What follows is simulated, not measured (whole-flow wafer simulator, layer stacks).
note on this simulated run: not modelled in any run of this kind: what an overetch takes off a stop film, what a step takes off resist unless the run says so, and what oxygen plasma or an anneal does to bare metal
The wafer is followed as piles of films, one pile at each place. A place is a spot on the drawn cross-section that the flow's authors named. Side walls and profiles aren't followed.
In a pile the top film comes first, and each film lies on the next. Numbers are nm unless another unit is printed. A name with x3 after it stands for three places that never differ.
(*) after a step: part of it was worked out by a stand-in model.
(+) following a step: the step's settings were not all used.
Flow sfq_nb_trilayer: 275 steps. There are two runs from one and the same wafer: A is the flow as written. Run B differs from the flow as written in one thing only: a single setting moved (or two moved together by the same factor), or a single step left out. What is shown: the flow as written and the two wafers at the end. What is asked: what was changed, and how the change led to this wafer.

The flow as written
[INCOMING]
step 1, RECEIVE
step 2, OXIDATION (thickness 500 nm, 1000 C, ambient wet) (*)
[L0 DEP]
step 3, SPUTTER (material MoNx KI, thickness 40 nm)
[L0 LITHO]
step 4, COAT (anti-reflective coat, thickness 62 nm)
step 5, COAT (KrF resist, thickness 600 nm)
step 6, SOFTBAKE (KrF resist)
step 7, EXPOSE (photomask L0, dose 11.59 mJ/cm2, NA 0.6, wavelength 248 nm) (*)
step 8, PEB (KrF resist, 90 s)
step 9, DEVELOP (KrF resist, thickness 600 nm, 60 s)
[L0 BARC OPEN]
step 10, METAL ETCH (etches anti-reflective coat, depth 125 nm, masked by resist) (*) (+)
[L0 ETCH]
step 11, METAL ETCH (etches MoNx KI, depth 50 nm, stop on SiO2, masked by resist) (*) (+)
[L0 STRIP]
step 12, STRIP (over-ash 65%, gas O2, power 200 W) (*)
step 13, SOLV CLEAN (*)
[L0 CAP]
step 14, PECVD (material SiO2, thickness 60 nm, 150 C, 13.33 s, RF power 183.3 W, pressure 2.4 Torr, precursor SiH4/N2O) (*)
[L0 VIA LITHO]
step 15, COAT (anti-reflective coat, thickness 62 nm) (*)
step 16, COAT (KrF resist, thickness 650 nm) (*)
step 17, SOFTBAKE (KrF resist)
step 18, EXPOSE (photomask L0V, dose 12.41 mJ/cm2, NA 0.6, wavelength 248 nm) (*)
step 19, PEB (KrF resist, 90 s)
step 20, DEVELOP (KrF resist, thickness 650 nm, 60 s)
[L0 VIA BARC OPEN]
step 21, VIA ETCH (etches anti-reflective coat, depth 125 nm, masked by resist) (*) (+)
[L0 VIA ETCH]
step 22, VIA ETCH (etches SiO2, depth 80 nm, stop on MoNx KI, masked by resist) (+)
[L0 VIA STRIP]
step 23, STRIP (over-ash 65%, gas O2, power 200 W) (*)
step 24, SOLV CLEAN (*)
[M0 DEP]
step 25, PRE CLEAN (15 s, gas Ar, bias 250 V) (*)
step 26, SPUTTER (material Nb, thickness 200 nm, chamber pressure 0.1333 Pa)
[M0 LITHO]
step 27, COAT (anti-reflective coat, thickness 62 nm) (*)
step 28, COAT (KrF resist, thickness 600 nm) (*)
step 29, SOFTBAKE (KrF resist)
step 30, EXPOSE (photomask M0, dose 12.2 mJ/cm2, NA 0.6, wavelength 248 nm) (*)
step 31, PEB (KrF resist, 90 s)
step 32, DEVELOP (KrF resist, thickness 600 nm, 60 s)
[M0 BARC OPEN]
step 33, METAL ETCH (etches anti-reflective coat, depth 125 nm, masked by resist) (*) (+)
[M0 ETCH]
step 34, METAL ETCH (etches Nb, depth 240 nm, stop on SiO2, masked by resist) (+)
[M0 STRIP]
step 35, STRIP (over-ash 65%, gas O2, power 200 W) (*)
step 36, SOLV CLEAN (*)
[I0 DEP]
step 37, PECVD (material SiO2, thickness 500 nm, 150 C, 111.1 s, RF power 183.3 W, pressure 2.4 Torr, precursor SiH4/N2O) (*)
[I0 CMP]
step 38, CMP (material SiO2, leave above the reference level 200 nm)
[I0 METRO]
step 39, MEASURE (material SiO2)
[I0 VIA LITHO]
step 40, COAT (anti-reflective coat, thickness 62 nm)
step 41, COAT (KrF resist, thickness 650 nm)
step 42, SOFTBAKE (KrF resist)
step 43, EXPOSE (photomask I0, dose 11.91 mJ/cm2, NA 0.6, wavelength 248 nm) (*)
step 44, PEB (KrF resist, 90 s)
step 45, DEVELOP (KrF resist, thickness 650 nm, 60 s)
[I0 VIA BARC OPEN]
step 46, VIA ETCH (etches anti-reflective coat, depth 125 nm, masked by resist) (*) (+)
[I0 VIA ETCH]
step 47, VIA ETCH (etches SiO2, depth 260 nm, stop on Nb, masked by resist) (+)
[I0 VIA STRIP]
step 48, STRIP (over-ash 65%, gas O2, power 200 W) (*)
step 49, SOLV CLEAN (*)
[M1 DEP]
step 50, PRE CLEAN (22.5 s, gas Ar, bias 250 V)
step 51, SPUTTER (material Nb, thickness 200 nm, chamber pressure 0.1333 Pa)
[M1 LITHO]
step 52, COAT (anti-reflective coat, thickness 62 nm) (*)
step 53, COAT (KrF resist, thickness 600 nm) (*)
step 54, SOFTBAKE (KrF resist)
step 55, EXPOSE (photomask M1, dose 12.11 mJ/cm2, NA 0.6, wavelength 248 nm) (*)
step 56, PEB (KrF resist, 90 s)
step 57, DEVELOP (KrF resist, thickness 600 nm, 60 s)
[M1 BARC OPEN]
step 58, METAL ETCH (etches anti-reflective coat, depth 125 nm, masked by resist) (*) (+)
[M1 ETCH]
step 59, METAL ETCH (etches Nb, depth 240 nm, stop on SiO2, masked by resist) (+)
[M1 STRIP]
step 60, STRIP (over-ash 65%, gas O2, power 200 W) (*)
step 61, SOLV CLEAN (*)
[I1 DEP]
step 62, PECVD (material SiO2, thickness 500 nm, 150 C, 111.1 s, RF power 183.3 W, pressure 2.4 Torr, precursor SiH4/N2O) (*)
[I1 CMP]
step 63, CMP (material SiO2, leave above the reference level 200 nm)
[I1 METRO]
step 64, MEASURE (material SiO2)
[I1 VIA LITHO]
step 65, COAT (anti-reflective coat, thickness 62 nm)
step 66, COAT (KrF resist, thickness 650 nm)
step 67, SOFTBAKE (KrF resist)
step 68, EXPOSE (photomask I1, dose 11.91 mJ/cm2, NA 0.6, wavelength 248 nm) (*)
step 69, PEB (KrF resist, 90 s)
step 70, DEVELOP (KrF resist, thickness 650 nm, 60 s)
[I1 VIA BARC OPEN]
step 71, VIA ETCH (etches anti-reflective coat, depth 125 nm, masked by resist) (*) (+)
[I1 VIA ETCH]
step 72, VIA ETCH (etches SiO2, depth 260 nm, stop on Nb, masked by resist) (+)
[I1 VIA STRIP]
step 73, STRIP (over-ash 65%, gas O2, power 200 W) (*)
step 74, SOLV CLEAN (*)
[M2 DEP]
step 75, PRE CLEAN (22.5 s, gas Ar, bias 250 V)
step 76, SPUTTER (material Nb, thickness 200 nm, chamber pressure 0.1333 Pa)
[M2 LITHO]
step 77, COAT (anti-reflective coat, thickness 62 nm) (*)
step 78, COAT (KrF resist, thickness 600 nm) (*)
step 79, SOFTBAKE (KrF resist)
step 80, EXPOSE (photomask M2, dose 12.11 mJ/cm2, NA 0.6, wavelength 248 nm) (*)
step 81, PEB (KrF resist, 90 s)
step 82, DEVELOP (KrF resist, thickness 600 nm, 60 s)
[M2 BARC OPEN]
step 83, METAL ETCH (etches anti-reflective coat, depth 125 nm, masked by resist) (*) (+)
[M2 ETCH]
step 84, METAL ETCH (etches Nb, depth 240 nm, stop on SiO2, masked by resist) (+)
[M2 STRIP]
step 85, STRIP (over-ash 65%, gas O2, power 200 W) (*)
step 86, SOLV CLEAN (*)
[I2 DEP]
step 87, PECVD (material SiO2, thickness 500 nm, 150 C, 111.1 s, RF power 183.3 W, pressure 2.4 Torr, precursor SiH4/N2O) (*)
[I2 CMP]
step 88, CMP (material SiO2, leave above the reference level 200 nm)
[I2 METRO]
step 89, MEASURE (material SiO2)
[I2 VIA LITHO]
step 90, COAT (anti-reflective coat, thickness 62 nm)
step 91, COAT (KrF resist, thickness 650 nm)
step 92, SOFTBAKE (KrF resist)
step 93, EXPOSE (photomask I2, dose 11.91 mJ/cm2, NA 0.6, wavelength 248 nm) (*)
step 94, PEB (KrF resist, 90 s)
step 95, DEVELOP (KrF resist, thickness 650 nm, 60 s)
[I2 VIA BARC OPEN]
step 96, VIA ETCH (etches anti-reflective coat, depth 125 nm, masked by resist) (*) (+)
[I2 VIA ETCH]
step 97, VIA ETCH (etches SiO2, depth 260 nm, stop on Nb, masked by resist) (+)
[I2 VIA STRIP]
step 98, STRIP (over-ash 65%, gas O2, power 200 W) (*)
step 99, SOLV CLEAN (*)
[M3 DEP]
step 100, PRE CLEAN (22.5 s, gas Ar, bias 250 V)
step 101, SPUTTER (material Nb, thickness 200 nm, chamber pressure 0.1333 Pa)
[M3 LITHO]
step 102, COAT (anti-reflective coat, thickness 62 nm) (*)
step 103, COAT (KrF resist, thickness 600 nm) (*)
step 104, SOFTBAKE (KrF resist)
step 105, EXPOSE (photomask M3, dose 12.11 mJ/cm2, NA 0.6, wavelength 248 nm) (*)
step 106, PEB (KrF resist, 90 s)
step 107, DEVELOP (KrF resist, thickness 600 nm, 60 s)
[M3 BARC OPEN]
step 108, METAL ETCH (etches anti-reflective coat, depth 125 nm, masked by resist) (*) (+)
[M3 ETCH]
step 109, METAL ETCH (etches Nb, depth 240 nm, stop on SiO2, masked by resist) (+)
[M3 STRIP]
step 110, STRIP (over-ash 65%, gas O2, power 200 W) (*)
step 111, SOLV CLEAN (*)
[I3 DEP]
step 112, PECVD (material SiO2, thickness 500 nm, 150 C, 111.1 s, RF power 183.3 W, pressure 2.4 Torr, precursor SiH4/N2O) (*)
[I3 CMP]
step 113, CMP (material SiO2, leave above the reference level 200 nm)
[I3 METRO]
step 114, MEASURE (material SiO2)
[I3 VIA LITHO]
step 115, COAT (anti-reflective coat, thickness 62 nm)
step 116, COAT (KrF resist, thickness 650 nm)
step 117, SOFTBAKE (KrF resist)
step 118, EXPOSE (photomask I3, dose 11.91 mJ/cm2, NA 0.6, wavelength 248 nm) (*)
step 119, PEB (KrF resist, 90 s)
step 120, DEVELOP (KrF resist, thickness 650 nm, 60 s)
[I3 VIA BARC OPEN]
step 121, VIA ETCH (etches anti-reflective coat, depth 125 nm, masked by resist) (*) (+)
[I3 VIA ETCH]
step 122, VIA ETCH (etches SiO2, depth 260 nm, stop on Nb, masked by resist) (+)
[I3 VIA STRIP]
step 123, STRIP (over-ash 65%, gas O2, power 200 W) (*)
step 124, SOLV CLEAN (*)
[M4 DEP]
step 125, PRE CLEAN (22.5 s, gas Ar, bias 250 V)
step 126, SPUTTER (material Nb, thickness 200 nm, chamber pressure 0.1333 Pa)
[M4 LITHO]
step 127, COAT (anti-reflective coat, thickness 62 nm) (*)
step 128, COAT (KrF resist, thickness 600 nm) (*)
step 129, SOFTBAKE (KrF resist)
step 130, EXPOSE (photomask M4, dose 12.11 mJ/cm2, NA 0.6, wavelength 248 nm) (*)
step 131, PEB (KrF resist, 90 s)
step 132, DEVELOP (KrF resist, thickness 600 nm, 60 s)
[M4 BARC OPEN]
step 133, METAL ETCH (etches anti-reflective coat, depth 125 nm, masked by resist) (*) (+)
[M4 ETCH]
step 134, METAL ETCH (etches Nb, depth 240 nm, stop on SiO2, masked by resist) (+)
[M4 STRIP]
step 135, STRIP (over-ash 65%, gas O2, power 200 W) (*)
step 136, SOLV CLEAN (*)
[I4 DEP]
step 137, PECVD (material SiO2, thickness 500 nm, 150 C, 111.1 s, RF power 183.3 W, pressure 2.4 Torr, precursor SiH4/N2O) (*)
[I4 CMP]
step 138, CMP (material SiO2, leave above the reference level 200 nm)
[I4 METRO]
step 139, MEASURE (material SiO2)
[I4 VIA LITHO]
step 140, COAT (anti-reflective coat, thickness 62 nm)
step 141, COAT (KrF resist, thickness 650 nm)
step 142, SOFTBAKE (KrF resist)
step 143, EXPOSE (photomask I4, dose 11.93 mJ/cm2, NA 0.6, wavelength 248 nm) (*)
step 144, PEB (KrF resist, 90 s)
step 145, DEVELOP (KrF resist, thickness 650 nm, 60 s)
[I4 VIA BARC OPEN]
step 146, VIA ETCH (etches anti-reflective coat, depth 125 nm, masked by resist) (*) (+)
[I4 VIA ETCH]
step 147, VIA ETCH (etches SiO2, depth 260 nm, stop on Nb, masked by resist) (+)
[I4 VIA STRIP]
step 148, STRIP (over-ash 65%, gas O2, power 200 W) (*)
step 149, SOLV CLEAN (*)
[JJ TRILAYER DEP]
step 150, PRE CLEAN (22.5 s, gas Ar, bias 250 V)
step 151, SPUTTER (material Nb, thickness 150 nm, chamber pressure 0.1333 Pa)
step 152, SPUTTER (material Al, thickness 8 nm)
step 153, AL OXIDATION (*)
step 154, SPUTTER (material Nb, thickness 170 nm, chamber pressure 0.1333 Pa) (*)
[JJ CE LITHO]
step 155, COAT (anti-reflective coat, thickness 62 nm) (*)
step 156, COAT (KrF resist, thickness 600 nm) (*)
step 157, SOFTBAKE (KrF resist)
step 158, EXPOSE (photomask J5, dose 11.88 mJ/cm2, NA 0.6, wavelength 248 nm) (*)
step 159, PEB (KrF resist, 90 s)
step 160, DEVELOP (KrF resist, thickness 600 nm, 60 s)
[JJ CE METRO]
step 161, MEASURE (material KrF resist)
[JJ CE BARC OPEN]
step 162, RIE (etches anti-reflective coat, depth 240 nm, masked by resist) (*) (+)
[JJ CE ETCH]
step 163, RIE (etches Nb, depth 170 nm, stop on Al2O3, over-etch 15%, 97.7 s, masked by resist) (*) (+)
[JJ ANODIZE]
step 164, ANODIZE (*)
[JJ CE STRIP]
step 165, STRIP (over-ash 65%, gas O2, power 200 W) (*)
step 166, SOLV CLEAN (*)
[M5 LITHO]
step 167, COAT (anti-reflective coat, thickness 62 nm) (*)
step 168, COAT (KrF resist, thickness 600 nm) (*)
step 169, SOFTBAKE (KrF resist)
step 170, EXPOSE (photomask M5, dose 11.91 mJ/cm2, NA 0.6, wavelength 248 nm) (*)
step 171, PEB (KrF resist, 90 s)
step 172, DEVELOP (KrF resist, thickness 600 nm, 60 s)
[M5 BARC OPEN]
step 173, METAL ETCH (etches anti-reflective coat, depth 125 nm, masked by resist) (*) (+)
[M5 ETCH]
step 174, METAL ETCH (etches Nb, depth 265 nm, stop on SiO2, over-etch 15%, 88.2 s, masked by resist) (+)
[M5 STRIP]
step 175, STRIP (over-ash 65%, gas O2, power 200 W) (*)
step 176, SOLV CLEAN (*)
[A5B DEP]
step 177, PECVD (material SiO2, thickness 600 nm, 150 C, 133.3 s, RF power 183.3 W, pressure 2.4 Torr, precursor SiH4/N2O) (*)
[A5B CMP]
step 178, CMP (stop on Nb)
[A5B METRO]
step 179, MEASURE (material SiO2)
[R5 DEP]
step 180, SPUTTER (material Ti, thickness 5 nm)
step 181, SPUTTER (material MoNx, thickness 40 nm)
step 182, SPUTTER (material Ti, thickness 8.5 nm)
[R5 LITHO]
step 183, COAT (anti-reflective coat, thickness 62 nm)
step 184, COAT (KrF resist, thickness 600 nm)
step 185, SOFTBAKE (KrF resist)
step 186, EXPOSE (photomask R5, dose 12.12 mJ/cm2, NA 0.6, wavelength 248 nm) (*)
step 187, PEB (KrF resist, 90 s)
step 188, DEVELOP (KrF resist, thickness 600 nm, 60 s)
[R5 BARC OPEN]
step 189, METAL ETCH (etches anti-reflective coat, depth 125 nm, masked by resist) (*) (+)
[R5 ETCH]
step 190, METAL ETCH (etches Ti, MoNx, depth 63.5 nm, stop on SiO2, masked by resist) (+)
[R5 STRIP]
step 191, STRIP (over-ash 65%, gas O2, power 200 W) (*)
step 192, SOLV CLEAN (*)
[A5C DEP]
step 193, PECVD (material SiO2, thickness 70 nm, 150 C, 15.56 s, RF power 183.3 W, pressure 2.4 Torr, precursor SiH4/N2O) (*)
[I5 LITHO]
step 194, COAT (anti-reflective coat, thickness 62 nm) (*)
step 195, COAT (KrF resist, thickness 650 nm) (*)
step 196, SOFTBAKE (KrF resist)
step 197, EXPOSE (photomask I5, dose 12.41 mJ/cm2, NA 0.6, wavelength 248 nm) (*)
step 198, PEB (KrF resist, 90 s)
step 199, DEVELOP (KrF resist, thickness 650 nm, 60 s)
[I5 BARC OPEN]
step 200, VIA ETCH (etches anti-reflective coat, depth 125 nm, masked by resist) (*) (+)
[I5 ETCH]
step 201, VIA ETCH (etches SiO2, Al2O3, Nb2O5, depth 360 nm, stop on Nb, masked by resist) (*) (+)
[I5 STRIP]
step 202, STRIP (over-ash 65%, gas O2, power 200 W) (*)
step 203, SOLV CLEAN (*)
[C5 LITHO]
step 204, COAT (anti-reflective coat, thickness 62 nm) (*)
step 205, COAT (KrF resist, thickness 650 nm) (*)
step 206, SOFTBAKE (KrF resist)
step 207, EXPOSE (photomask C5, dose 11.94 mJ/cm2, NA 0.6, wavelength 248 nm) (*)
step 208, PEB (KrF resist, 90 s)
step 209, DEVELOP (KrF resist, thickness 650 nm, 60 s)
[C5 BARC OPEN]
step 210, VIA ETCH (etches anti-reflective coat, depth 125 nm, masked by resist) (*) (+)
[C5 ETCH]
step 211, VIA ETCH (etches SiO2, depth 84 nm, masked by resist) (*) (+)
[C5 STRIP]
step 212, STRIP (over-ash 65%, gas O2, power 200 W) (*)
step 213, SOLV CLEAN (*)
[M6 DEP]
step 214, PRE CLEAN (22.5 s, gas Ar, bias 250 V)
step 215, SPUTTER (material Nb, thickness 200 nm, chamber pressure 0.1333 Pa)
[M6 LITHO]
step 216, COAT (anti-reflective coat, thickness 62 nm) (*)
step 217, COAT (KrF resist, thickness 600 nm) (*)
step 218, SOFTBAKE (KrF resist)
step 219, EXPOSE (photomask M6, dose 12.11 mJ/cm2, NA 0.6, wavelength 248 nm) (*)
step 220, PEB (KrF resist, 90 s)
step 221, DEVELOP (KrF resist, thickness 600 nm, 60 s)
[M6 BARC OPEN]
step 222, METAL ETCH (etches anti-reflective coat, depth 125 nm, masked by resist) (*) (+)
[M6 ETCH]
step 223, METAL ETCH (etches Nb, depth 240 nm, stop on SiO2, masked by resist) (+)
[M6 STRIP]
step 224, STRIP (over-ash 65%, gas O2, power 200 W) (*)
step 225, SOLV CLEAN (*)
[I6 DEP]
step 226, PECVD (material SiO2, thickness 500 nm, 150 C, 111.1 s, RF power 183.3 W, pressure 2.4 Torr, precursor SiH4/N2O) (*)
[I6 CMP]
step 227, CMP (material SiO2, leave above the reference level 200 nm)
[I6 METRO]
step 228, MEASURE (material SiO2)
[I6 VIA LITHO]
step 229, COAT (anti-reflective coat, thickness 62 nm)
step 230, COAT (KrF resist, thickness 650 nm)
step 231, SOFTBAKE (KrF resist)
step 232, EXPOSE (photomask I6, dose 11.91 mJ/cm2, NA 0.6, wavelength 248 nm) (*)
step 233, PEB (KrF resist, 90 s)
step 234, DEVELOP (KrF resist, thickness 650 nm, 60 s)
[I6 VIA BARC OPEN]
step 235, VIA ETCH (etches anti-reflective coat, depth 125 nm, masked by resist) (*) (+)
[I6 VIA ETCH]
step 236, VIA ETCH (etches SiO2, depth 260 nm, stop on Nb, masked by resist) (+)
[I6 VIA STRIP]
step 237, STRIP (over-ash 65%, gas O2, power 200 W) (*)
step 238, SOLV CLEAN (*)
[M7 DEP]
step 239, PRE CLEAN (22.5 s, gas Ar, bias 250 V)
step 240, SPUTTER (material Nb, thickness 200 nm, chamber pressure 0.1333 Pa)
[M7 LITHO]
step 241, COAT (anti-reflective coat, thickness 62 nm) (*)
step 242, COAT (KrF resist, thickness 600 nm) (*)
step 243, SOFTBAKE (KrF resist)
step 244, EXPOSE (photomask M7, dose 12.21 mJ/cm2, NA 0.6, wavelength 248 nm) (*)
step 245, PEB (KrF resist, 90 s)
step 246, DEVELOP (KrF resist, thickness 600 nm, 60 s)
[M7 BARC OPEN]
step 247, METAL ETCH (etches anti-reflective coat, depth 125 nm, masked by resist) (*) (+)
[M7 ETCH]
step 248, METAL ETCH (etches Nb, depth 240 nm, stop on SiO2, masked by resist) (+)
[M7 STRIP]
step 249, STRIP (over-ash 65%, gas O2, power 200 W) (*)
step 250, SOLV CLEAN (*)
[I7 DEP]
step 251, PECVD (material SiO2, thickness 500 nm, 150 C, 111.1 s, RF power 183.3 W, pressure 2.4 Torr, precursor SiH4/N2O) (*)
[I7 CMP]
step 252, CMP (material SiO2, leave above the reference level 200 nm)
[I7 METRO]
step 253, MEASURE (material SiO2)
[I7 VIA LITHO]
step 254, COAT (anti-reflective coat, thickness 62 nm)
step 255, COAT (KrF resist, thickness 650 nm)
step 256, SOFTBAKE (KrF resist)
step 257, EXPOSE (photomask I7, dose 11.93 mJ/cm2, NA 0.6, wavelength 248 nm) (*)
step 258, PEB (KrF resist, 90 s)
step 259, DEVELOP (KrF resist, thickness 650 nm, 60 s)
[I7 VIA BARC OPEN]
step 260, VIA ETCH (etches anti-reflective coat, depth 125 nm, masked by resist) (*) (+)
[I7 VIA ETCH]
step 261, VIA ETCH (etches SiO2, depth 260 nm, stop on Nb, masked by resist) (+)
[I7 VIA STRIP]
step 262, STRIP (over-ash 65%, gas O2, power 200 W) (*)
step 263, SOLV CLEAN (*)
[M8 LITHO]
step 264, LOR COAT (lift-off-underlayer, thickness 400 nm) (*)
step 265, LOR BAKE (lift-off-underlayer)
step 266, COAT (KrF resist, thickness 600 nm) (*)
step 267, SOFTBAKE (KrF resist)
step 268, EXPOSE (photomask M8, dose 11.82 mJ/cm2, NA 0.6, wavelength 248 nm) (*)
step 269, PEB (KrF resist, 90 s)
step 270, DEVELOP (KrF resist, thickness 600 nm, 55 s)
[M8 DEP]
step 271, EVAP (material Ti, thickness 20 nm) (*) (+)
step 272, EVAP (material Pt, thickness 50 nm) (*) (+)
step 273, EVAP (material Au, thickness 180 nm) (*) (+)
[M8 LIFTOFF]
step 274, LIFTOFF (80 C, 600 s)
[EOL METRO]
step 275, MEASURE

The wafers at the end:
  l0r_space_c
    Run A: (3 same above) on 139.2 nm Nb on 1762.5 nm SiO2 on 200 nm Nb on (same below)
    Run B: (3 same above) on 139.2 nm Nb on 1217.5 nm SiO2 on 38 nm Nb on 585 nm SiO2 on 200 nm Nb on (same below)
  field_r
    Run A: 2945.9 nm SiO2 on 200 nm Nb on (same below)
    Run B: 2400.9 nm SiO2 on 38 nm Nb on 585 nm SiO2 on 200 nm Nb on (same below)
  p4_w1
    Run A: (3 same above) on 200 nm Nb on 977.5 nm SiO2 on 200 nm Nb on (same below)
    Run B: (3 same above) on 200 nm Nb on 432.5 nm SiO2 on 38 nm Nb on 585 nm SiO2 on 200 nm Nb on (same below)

The reason: step 76, SPUTTER: thickness 278 nm was run, though the flow has thickness 200 nm.

Step by step, how the change led to this:
  step 76, SPUTTER (material Nb, thickness 200 nm, chamber pressure 0.1333 Pa)
      field_l, v_sur, via_wl and 102 more: A Nb gains 200 (new film) | B Nb gains 278 (new film)
      via_v: A Nb gains 174.5 | B Nb gains 243.7
  step 84, METAL ETCH (etches Nb, depth 240 nm, stop on SiO2, masked by resist) (+)
      field_l, be, be_sur and 81 more: A Nb loses 200 (all of it) | B Nb loses 240
  step 87, PECVD (material SiO2, thickness 500 nm, 150 C, 111.1 s, RF power 183.3 W, pressure 2.4 Torr, precursor SiH4/N2O) (*)
      field_l, be, be_sur and 81 more: A SiO2 gains 500 | B SiO2 gains 500 (new film)
      via_v: A SiO2 gains 606 (new film) | B SiO2 gains 590.3 (new film)
  step 88, CMP (material SiO2, leave above the reference level 200 nm)
      field_l, be, be_sur and 81 more: A SiO2 loses 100 | B SiO2 loses 60
      via_v: A SiO2 loses 181.6 | B SiO2 loses 157.1
With metal films that touch counted as one body, l0r_space_c has 3 bodies (between them, from the top down: SiO2 1217.5; SiO2 585); the flow as written gives 2 bodies (between them, from the top down: SiO2 1762.5).
With metal films that touch counted as one body, field_r has 2 bodies (between them, from the top down: SiO2 585); the flow as written gives 1 body.
With metal films that touch counted as one body, p4_w1 has 4 bodies (between them, from the top down: SiO2 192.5; SiO2 432.5; SiO2 585); the flow as written gives 3 bodies (between them, from the top down: SiO2 192.5; SiO2 977.5).
